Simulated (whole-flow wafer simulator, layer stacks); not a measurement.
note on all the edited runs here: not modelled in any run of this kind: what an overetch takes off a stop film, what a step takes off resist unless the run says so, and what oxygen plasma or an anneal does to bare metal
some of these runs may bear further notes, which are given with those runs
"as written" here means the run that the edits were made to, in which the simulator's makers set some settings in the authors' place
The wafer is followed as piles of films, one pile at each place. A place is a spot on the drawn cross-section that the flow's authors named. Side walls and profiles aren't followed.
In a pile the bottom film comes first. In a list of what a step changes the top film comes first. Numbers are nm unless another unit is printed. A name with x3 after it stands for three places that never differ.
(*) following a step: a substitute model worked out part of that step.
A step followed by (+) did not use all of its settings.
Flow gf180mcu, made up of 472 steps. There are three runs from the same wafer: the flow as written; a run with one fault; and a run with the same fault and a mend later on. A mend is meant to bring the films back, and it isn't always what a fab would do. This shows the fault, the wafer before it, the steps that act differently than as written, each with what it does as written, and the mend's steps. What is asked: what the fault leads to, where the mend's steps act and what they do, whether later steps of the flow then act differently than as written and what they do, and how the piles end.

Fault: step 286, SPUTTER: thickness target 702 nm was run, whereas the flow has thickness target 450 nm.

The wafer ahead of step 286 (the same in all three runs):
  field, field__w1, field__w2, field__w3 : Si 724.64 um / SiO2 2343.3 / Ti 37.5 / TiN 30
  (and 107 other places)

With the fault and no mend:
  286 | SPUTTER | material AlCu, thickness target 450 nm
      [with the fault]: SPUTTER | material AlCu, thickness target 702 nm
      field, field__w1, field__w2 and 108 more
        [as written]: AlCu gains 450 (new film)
        [with the fault]: AlCu gains 702 (new film)
  Later steps of the flow acting differently than as written:
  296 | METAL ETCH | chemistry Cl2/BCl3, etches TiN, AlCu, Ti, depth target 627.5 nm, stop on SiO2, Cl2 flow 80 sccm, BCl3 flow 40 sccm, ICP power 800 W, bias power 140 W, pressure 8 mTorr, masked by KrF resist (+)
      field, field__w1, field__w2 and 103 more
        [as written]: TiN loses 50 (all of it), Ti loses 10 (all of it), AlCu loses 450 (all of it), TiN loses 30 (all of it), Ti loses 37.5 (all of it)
        [with the fault]: TiN loses 50 (all of it), Ti loses 10 (all of it), AlCu loses 567.5
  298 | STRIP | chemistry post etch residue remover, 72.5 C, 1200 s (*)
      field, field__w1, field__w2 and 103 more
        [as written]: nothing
        [with the fault]: AlCu loses 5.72
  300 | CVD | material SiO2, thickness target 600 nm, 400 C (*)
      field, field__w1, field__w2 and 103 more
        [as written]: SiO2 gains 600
        [with the fault]: SiO2 gains 600 (new film)
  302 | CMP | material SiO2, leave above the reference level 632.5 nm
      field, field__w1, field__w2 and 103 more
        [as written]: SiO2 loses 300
        [with the fault]: SiO2 loses 244.3
  By the end, the piles at field, field__w1, field__w2 and 109 more depart from the flow's by more than 2% or 0.5 nm, whichever is larger.
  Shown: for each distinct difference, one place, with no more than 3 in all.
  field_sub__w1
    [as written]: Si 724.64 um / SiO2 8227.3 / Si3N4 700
    [with the fault]: Si 724.64 um / SiO2 2343.2 / Ti 37.5 / TiN 30 / AlCu 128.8 / SiO2 5939.7 / Si3N4 700
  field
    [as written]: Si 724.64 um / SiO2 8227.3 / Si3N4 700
    [with the fault]: Si 724.64 um / SiO2 2343.3 / Ti 37.5 / TiN 30 / AlCu 128.8 / SiO2 5939.7 / Si3N4 700
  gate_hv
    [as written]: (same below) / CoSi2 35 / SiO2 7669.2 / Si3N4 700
    [with the fault]: (same below) / CoSi2 35 / SiO2 1785.1 / Ti 37.5 / TiN 30 / AlCu 128.8 / SiO2 5939.7 / Si3N4 700

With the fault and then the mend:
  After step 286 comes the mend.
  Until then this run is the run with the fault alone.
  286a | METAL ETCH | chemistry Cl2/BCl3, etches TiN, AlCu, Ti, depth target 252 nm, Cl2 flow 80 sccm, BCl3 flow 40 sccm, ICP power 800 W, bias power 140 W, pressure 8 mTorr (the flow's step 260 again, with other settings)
      field, field__w1, field__w2 and 108 more
        AlCu loses 252
  Every later step of the flow that is run acts as written at every place that is followed.
  By the end, the piles equal the flow's at every place that both follow.
